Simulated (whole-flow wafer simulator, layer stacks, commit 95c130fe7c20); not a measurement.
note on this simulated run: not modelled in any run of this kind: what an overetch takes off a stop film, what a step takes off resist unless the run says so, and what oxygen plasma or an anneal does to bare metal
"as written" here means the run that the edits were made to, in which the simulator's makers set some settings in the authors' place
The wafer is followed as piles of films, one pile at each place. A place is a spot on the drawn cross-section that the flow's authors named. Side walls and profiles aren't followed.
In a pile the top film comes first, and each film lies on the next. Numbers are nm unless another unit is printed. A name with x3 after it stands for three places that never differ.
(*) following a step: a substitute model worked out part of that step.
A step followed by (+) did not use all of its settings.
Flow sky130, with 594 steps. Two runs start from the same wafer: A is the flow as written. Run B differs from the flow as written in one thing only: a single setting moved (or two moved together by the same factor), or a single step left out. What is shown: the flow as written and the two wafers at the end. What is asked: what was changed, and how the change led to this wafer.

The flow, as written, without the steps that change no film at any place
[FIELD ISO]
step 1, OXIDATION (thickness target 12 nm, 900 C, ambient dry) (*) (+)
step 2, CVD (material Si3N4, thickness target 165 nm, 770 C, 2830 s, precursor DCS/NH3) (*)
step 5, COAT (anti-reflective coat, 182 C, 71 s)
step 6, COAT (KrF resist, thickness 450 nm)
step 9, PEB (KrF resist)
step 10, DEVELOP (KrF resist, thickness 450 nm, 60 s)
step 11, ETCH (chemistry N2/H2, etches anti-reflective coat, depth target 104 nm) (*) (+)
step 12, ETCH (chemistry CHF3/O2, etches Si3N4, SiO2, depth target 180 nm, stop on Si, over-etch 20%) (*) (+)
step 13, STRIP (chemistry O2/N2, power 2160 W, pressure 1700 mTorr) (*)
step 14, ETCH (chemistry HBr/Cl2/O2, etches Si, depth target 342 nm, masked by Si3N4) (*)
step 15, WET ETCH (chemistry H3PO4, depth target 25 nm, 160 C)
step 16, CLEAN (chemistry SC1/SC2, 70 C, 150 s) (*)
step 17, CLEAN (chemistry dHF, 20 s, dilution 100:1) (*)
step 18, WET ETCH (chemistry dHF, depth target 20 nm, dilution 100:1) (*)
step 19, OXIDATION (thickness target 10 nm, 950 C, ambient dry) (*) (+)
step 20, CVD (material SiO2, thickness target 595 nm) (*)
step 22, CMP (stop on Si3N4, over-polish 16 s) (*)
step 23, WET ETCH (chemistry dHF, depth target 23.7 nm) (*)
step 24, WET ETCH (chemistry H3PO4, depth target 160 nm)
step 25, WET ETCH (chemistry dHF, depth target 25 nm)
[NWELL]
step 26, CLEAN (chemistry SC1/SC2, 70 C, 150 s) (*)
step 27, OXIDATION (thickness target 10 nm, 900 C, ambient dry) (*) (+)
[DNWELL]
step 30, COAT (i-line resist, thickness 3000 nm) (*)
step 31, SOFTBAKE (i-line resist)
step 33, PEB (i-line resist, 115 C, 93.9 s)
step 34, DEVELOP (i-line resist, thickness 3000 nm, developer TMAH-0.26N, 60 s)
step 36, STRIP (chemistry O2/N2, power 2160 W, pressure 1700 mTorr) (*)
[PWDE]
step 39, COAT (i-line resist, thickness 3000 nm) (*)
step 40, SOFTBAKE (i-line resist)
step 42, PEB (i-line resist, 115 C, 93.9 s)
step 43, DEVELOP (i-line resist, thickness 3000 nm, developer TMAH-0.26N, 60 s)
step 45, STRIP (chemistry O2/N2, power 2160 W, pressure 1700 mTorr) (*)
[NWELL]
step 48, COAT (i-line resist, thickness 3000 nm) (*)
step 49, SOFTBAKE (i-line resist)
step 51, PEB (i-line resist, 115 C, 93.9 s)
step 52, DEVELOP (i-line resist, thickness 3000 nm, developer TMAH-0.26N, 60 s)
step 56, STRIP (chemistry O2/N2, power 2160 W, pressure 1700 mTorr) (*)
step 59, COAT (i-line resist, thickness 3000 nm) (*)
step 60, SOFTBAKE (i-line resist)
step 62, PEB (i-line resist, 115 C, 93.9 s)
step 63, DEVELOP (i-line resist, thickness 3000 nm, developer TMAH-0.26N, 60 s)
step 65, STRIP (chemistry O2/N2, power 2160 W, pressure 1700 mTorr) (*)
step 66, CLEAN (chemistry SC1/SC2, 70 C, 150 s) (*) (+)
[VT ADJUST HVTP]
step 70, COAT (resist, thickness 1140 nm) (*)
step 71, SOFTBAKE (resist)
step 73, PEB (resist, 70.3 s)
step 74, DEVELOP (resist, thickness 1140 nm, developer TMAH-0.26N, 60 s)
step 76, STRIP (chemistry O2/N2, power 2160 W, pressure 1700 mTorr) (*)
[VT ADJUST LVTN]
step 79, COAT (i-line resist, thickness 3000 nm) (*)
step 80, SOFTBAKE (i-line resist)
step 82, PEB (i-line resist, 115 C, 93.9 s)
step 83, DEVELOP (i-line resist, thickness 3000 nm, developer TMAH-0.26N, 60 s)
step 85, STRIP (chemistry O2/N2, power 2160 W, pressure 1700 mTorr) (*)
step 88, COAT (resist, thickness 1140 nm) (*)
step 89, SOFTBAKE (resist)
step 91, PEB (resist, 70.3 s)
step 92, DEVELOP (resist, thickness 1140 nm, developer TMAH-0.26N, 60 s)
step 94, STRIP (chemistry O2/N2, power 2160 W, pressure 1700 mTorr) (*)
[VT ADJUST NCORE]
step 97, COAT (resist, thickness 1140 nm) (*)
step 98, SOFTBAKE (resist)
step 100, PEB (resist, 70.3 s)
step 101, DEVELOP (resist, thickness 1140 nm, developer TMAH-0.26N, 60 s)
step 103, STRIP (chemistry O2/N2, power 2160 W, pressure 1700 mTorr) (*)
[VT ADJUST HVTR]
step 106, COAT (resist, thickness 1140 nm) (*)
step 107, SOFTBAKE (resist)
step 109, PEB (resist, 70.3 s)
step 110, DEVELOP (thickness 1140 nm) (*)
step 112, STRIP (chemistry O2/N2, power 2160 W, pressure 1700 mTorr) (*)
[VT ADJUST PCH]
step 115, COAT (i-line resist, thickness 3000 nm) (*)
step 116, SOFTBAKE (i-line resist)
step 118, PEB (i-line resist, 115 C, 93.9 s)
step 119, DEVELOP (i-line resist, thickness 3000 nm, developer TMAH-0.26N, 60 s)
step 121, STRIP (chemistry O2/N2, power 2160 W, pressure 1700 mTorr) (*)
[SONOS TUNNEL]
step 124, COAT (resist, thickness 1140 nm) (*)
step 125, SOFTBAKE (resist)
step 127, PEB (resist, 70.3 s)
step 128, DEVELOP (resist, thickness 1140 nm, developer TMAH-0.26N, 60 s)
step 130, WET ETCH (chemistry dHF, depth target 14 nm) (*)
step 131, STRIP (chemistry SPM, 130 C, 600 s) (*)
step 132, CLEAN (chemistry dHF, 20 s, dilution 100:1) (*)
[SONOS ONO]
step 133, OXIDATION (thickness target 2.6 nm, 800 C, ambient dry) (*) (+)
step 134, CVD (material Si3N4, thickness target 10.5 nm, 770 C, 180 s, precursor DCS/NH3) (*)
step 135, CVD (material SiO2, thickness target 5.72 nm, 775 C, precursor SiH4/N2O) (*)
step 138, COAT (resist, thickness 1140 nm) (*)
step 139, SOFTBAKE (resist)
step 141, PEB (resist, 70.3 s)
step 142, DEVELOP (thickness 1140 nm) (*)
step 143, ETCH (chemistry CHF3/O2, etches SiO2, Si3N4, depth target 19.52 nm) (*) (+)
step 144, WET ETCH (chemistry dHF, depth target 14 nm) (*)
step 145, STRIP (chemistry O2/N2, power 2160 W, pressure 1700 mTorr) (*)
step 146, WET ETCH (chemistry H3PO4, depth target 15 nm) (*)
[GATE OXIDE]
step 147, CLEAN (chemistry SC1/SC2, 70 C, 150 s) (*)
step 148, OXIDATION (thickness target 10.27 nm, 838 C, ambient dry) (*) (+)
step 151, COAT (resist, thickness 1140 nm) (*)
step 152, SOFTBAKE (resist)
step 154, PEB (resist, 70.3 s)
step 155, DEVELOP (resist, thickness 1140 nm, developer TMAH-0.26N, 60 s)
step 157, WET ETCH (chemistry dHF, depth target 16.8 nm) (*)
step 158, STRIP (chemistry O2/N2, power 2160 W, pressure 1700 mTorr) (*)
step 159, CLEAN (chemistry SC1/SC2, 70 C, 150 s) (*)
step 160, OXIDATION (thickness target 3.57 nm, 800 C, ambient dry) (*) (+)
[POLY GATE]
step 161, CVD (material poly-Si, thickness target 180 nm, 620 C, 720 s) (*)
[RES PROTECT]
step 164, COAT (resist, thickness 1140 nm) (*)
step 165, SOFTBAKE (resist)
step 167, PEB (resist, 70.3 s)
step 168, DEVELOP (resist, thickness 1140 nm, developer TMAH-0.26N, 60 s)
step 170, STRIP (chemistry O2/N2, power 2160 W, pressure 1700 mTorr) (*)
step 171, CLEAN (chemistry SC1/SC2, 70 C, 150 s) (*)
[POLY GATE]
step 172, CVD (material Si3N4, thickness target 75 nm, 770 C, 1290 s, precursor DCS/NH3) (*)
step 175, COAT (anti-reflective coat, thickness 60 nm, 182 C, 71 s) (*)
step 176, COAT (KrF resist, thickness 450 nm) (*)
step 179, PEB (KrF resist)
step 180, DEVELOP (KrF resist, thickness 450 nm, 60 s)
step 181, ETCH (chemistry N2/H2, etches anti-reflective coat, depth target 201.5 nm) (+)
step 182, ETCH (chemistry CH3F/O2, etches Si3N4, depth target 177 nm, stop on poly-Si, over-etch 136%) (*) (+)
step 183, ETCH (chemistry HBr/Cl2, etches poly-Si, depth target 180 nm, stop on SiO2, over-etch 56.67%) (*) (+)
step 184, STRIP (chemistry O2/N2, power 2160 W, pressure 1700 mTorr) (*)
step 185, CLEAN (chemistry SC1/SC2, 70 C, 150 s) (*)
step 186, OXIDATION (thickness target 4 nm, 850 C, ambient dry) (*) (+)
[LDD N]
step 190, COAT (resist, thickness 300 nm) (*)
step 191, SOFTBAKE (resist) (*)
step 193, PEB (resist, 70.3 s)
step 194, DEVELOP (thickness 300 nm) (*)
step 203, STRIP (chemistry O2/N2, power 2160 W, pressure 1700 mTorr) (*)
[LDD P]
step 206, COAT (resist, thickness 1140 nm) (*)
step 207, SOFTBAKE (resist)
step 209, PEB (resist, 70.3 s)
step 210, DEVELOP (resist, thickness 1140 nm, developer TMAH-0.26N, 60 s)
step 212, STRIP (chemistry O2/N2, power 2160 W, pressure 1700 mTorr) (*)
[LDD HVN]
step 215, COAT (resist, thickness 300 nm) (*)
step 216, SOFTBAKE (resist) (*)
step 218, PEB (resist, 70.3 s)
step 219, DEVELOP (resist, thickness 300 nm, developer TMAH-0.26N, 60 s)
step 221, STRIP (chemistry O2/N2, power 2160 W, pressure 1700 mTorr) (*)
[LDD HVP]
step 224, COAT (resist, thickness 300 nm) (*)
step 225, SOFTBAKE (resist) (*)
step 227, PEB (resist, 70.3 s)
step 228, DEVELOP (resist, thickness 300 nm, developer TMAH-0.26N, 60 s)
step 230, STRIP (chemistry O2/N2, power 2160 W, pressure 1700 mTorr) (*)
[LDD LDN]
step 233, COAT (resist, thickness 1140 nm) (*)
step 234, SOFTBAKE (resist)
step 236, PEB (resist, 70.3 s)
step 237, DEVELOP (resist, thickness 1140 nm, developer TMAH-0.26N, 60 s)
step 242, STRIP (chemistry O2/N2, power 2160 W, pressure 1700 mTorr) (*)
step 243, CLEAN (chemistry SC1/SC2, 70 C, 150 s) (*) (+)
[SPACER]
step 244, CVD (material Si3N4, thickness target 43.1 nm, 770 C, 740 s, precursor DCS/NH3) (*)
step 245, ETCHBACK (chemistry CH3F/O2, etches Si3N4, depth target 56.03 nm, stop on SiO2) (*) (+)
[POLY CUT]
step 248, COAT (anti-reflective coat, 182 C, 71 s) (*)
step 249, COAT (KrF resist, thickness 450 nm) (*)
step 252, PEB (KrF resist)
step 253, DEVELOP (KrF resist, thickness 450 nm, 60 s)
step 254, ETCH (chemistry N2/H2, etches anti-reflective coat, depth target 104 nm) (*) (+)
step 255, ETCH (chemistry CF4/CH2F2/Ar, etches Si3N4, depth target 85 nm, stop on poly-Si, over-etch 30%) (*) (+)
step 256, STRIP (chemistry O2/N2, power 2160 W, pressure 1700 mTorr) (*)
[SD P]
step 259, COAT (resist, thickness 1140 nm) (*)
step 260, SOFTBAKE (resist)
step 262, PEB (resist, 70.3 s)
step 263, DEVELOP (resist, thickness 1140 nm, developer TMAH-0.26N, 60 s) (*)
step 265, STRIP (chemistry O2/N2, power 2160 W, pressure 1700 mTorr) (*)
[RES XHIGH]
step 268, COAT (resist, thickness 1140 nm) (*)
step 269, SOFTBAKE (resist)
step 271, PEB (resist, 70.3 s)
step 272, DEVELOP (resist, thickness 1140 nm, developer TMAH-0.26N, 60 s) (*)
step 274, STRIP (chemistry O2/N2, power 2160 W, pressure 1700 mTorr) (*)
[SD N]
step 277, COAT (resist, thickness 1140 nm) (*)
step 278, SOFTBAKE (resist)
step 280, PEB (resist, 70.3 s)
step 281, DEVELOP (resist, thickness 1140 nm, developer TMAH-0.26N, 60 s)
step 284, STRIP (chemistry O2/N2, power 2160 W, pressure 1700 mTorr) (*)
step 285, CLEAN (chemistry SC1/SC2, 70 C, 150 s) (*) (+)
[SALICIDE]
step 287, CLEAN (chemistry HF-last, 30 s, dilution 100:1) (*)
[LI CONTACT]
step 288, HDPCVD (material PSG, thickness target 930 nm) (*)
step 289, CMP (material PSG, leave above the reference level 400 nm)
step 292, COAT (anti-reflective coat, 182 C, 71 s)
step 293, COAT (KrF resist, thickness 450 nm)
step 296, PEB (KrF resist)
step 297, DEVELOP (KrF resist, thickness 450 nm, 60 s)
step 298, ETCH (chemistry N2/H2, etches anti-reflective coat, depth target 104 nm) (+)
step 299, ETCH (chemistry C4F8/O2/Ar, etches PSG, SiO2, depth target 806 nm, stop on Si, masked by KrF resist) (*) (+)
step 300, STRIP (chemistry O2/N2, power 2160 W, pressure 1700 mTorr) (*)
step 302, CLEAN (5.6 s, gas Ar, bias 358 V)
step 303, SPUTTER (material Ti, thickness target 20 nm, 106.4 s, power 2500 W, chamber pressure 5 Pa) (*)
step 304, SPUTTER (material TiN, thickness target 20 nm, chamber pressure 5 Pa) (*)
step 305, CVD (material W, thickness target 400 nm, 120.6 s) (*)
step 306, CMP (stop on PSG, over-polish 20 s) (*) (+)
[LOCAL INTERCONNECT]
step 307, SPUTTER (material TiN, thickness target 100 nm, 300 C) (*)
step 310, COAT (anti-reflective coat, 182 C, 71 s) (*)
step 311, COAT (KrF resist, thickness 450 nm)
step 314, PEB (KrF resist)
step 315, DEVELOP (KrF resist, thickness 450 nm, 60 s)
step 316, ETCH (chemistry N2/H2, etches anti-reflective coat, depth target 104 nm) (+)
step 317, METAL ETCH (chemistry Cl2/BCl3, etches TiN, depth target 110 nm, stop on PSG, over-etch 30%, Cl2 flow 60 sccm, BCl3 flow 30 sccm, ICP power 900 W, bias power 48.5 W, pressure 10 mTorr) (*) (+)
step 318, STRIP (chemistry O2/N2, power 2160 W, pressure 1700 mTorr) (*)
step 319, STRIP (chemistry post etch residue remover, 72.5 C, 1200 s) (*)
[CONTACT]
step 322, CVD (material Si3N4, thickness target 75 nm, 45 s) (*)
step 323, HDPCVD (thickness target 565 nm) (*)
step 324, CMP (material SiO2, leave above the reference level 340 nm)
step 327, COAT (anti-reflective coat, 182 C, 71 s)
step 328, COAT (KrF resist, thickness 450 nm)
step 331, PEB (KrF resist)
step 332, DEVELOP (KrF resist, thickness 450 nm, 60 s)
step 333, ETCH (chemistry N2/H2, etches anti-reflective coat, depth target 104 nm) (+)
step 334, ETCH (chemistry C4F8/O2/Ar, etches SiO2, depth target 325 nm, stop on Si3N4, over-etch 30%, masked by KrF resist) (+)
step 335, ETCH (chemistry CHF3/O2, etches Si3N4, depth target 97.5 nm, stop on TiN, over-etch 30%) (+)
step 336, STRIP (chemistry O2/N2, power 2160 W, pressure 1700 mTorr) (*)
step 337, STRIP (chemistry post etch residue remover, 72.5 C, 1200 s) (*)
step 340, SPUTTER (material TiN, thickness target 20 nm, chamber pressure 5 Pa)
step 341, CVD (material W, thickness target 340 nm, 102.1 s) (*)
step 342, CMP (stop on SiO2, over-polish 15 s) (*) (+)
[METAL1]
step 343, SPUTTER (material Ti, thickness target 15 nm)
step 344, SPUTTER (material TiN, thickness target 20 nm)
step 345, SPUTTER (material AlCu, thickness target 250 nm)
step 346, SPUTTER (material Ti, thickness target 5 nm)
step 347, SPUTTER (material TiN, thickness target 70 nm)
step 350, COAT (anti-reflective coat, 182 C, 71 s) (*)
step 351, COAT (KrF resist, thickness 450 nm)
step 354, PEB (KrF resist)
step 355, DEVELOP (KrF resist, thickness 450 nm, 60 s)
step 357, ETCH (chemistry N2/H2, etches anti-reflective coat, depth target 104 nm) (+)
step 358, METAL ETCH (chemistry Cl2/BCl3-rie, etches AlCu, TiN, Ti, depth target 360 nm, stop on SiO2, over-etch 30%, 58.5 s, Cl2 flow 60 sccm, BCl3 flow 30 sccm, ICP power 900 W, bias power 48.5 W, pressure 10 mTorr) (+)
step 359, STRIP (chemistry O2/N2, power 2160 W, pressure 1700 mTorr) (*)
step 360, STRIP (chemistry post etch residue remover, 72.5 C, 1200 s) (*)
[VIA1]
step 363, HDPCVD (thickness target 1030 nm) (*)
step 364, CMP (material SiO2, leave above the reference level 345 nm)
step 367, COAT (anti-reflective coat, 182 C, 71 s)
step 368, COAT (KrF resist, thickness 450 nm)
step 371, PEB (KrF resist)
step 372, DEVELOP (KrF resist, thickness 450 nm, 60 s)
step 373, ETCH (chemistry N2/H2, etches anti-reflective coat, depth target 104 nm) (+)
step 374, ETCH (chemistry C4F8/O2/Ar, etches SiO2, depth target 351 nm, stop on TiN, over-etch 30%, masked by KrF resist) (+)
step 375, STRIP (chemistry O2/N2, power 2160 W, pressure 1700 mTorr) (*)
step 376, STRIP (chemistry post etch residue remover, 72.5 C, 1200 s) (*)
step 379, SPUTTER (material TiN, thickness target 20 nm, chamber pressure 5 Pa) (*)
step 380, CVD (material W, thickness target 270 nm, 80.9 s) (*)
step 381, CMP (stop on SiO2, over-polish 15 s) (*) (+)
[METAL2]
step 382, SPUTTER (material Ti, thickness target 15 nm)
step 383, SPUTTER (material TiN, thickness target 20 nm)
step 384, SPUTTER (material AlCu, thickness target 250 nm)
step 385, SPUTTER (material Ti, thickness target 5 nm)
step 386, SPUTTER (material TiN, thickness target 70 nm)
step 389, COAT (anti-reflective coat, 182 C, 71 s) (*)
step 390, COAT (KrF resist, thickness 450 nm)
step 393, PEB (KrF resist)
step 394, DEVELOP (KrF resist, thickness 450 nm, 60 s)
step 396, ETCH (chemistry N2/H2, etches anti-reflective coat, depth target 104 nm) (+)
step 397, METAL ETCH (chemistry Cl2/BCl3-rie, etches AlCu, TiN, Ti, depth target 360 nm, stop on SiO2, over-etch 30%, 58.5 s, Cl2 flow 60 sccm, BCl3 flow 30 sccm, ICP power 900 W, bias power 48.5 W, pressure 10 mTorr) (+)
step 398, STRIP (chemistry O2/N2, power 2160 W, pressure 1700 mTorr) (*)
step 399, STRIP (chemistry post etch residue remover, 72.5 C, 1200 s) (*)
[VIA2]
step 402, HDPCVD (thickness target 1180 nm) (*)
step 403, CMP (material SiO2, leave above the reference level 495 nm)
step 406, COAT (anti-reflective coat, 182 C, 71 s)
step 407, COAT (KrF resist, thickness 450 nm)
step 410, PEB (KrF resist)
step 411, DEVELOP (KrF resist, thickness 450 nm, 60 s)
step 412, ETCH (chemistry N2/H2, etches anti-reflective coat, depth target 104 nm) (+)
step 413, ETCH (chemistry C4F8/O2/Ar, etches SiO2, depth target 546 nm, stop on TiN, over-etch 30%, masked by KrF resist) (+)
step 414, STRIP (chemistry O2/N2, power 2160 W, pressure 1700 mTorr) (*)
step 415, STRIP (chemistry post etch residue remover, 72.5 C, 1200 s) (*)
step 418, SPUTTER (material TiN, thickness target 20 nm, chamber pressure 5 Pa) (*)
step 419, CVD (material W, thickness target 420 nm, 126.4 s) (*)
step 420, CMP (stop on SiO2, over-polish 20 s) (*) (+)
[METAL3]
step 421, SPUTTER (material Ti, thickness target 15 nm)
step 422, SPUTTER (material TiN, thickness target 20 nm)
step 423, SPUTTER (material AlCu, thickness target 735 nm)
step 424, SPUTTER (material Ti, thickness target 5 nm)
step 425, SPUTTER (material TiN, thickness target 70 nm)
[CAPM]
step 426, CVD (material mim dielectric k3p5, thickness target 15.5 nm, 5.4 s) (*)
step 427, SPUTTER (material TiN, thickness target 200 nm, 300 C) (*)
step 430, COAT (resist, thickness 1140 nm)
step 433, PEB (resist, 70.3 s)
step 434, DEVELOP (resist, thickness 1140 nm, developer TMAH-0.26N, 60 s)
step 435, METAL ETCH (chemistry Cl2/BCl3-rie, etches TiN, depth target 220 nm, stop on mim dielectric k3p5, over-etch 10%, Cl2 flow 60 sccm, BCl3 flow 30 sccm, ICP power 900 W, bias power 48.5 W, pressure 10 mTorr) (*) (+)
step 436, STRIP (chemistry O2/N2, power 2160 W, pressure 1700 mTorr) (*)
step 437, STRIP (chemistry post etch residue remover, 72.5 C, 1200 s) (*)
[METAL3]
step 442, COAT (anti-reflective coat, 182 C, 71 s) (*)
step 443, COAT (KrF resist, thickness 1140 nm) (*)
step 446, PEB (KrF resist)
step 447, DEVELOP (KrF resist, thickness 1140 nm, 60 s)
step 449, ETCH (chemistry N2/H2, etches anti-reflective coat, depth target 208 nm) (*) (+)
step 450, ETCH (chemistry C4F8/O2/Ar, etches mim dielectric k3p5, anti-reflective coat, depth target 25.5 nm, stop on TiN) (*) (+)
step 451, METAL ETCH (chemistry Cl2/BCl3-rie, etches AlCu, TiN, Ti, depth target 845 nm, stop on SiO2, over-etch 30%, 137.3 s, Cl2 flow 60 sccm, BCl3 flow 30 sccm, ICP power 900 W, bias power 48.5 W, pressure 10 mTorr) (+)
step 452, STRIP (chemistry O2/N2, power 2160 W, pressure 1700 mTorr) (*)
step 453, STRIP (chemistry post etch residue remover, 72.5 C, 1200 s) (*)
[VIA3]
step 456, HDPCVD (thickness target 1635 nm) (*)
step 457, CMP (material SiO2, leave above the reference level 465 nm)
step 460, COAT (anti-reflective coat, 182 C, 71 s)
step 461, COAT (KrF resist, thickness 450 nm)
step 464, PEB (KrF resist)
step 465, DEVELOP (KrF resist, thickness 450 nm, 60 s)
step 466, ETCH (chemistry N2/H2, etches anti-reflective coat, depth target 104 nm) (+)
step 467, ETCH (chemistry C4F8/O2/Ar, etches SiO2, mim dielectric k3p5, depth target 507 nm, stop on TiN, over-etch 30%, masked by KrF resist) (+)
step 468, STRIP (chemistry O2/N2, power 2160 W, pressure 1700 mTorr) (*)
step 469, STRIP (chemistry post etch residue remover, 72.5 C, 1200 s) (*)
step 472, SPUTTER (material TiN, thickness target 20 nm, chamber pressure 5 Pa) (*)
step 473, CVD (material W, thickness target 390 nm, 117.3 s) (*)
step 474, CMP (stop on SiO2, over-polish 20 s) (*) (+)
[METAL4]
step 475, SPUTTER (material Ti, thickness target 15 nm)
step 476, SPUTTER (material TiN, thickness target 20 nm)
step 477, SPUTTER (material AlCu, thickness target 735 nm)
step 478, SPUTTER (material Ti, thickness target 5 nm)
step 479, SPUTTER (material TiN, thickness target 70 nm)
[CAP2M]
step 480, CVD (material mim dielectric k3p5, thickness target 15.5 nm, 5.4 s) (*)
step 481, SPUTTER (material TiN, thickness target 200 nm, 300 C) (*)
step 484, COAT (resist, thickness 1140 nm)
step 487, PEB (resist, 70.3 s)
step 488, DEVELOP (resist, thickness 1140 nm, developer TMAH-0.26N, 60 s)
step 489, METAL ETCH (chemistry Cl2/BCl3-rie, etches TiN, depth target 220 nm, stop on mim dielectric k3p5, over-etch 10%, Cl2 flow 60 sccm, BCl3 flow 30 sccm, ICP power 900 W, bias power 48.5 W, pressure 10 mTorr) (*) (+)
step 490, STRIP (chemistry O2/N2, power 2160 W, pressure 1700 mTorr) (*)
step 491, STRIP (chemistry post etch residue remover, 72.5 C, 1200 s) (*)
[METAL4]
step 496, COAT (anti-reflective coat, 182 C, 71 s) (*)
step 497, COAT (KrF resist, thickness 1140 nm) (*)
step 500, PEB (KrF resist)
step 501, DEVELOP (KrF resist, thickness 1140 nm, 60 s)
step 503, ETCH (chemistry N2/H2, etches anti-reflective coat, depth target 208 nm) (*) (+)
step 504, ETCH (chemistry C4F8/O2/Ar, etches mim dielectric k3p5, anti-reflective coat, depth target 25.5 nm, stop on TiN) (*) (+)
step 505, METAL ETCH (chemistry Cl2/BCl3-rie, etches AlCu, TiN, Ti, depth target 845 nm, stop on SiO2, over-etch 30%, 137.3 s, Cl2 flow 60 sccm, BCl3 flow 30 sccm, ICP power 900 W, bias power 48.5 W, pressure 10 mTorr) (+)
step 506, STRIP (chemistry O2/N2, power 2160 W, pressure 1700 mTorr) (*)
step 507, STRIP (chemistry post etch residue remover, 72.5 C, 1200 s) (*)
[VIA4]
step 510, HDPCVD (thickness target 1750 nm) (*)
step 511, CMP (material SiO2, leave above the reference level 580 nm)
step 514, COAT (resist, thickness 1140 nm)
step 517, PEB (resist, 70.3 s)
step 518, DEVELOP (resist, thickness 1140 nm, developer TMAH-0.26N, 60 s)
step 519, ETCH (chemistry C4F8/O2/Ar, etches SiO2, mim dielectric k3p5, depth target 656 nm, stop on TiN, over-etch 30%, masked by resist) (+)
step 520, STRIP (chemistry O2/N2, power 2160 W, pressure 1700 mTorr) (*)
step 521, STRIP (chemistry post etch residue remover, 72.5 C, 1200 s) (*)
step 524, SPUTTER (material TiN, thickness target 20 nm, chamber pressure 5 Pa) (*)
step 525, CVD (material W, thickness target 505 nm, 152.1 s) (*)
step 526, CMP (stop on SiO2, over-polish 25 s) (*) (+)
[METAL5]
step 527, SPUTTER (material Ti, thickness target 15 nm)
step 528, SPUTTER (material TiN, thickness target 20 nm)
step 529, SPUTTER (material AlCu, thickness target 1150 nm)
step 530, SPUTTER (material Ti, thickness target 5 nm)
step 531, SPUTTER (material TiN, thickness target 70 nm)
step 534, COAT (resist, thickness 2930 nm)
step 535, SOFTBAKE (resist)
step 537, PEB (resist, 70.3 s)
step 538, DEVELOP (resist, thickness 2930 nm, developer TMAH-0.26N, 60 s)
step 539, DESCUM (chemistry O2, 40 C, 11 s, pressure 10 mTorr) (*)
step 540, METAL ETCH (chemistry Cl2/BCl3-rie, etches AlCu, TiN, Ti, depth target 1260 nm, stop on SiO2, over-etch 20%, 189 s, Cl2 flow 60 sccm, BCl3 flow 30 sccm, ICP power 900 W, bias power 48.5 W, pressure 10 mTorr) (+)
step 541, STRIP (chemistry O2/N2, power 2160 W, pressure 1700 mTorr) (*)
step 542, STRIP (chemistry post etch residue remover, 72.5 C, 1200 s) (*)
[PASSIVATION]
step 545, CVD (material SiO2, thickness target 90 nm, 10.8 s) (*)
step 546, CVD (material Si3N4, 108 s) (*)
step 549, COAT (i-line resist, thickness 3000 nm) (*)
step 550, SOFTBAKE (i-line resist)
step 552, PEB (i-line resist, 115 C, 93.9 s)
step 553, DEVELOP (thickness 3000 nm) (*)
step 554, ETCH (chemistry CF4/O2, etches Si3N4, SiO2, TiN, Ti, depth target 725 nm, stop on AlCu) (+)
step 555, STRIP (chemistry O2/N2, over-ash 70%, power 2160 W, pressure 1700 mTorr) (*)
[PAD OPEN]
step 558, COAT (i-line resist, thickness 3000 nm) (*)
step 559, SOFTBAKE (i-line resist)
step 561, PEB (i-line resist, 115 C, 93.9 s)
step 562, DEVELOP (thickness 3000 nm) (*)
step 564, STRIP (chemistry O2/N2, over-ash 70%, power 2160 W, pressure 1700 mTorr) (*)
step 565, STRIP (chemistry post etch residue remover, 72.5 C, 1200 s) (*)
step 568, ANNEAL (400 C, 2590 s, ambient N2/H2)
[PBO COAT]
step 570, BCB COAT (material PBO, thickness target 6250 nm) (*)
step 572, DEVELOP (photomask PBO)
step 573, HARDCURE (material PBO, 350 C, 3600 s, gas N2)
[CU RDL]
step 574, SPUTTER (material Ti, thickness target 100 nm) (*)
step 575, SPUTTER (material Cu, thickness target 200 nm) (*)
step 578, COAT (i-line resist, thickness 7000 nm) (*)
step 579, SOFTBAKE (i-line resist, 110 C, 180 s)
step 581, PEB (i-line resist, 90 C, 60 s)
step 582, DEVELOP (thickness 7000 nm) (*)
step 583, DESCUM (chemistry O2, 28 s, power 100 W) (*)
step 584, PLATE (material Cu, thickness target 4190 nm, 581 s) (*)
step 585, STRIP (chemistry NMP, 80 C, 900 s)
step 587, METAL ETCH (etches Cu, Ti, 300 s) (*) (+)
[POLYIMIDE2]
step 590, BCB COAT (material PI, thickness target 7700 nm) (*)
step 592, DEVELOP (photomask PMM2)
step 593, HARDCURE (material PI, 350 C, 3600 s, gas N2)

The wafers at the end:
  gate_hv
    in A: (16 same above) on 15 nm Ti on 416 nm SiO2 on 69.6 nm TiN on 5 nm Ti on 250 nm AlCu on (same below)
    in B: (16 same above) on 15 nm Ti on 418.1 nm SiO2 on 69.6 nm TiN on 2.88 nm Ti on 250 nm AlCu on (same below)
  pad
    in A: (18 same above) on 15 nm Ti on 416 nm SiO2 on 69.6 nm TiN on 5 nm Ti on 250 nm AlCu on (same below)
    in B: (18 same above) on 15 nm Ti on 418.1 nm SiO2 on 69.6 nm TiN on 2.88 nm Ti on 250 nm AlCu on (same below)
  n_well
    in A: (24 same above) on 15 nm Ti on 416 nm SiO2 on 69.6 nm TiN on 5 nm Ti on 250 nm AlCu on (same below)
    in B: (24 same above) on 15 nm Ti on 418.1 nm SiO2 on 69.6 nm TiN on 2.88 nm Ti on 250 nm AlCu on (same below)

Cause: step 385, SPUTTER: thickness target 2.88 nm was run, while the flow as written has thickness target 5 nm.
The wafer lets one read it off: gate_hv has Ti 2.88, and step 385 as written asks for 5 nm.

How this came from the change, step by step:
  step 385, SPUTTER (material Ti, thickness target 5 nm)
      field, active, n_well and 188 more: A Ti gains 5 (new film) | B Ti gains 2.88 (new film)
  step 397, METAL ETCH (chemistry Cl2/BCl3-rie, etches AlCu, TiN, Ti, depth target 360 nm, stop on SiO2, over-etch 30%, 58.5 s, Cl2 flow 60 sccm, BCl3 flow 30 sccm, ICP power 900 W, bias power 48.5 W, pressure 10 mTorr) (+)
      field, active, gate and 82 more: A TiN loses 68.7 (all of it), Ti loses 5 (all of it), AlCu loses 250 (all of it), TiN loses 20 (all of it), Ti loses 15 (all of it), SiO2 loses 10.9 | B TiN loses 68.7 (all of it), Ti loses 2.88 (all of it), AlCu loses 250 (all of it), TiN loses 20 (all of it), Ti loses 15 (all of it), SiO2 loses 11.1
